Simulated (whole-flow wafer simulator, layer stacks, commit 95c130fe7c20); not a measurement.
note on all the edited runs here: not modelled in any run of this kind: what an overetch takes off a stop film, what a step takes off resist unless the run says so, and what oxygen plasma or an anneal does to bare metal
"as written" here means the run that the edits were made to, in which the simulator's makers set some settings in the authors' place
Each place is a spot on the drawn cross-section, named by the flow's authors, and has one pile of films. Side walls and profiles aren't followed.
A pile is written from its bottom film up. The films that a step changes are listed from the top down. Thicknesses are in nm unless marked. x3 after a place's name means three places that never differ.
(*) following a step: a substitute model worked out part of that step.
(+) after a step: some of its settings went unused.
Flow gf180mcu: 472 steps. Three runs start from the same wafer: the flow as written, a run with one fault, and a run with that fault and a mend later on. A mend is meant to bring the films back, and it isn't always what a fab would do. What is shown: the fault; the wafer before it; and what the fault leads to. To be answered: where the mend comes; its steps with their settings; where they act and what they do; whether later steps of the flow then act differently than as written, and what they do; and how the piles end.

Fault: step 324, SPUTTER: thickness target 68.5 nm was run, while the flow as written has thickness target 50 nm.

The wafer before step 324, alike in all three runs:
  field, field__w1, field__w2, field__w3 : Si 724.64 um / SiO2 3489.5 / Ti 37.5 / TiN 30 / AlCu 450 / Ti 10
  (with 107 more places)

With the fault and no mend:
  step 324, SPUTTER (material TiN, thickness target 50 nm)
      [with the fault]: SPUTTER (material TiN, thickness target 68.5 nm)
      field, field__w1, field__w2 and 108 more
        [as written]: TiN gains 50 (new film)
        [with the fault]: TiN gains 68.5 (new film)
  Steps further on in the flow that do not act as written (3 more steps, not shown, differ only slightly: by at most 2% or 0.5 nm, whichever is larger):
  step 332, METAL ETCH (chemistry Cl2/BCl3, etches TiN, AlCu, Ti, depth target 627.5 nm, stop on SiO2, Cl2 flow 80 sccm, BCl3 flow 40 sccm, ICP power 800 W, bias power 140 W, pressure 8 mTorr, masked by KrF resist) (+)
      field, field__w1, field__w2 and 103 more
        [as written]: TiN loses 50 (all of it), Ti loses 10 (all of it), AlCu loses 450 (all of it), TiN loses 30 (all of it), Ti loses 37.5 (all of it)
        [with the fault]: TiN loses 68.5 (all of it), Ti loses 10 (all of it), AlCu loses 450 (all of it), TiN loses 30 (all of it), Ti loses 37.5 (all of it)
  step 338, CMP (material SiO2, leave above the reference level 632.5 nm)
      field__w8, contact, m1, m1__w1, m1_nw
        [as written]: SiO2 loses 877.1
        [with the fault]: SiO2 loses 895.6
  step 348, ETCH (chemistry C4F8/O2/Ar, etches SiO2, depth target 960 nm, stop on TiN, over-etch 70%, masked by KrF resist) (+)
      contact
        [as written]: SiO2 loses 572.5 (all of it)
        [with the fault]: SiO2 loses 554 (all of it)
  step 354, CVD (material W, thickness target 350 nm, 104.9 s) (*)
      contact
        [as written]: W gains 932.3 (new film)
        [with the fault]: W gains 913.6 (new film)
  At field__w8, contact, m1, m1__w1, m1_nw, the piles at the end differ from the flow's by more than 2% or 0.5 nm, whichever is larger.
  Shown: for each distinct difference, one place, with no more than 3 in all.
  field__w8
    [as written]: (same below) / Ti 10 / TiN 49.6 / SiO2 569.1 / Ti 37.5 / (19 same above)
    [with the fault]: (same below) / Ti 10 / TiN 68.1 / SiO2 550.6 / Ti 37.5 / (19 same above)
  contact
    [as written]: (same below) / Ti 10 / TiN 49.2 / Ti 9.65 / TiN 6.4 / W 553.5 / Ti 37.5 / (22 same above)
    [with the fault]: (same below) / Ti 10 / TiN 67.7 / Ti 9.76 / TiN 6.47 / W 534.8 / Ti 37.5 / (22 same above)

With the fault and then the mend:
  The mend follows step 324.
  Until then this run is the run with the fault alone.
  step 324a, METAL ETCH (chemistry Cl2/BCl3, etches TiN, AlCu, Ti, depth target 18.5 nm, Cl2 flow 80 sccm, BCl3 flow 40 sccm, ICP power 800 W, bias power 140 W, pressure 8 mTorr) (the flow's step 260, run once more with other settings)
      field, field__w1, field__w2 and 108 more
        TiN loses 18.5
  Later steps of the flow that are run all act as written at every place that is followed.
  At every place that both follow, the piles at the end match the flow's.
